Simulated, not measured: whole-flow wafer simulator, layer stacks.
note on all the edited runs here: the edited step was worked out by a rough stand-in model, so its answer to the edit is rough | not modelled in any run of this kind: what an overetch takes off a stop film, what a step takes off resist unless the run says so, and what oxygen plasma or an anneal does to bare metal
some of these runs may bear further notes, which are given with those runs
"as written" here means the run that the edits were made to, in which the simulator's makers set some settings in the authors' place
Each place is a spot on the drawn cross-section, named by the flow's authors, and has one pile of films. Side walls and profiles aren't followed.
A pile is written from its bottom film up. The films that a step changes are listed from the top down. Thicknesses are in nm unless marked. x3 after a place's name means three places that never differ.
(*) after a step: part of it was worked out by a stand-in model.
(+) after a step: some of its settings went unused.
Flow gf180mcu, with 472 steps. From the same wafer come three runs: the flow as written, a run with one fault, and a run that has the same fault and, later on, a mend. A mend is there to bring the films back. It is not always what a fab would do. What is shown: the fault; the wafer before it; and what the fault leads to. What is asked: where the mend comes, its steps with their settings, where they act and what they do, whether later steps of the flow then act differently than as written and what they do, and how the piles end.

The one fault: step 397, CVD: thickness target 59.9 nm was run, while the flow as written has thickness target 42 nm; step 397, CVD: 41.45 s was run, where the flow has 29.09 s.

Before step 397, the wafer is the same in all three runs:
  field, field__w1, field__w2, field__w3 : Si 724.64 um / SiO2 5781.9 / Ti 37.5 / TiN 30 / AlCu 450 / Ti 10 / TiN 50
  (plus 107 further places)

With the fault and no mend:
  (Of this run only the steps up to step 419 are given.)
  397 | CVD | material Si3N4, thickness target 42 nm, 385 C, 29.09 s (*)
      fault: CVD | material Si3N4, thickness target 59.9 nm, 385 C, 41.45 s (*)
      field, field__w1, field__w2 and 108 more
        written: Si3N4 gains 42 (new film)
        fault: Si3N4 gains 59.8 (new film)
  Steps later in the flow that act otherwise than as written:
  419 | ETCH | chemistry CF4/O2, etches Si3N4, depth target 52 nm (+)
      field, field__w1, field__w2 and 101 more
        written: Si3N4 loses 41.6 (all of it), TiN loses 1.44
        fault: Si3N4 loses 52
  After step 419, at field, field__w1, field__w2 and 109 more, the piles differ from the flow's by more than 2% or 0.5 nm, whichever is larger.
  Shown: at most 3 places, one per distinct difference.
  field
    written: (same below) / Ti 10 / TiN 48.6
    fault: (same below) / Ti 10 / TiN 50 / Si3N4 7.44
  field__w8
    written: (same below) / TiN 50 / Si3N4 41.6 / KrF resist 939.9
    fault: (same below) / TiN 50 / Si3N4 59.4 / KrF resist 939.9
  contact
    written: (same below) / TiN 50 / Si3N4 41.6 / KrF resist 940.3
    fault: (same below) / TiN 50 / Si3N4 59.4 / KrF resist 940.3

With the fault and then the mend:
  The mend stands after step 418.
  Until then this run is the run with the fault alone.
  419 | ETCH | chemistry CF4/O2, etches Si3N4, depth target 69.9 nm (+) (the flow's step 419, as written with depth target 52 nm)
      field, field__w1, field__w2 and 101 more
        Si3N4 loses 59.4 (all of it), TiN loses 1.45
      field__w4, field__w8, contact, m1, m1__w1, mim, mim_1p0, m1_nw
        KrF resist loses 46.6
  Steps later in the flow that act otherwise than as written (5 other steps are not shown; they differ only slightly, by no more than 2% or 0.5 nm, whichever is larger):
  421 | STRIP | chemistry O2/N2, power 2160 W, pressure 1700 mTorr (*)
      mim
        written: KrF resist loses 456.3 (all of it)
        mend: KrF resist loses 444.4 (all of it)
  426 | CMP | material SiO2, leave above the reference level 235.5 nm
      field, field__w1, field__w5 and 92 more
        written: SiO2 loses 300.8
        mend: SiO2 loses 283
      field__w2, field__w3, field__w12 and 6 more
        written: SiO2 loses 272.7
        mend: SiO2 loses 254.1
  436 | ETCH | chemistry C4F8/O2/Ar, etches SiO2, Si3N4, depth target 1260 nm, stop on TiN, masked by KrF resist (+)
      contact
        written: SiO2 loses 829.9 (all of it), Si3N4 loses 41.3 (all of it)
        mend: SiO2 loses 829.9 (all of it), Si3N4 loses 59.1 (all of it)
  At field__w4, field__w8, contact, m1, m1__w1, mim, mim_1p0, m1_nw, the piles at the end differ from the flow's by more than 2% or 0.5 nm, whichever is larger.
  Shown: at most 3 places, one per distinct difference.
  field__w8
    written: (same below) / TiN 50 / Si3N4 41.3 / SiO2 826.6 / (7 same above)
    mend: (same below) / TiN 50 / Si3N4 59.1 / SiO2 826.6 / (7 same above)
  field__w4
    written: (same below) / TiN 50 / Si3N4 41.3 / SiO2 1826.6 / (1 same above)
    mend: (same below) / TiN 50 / Si3N4 59.1 / SiO2 1826.6 / (1 same above)
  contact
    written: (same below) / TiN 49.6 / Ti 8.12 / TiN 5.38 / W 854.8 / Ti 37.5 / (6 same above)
    mend: (same below) / TiN 49.6 / Ti 8.04 / TiN 5.33 / W 872.7 / Ti 37.5 / (6 same above)
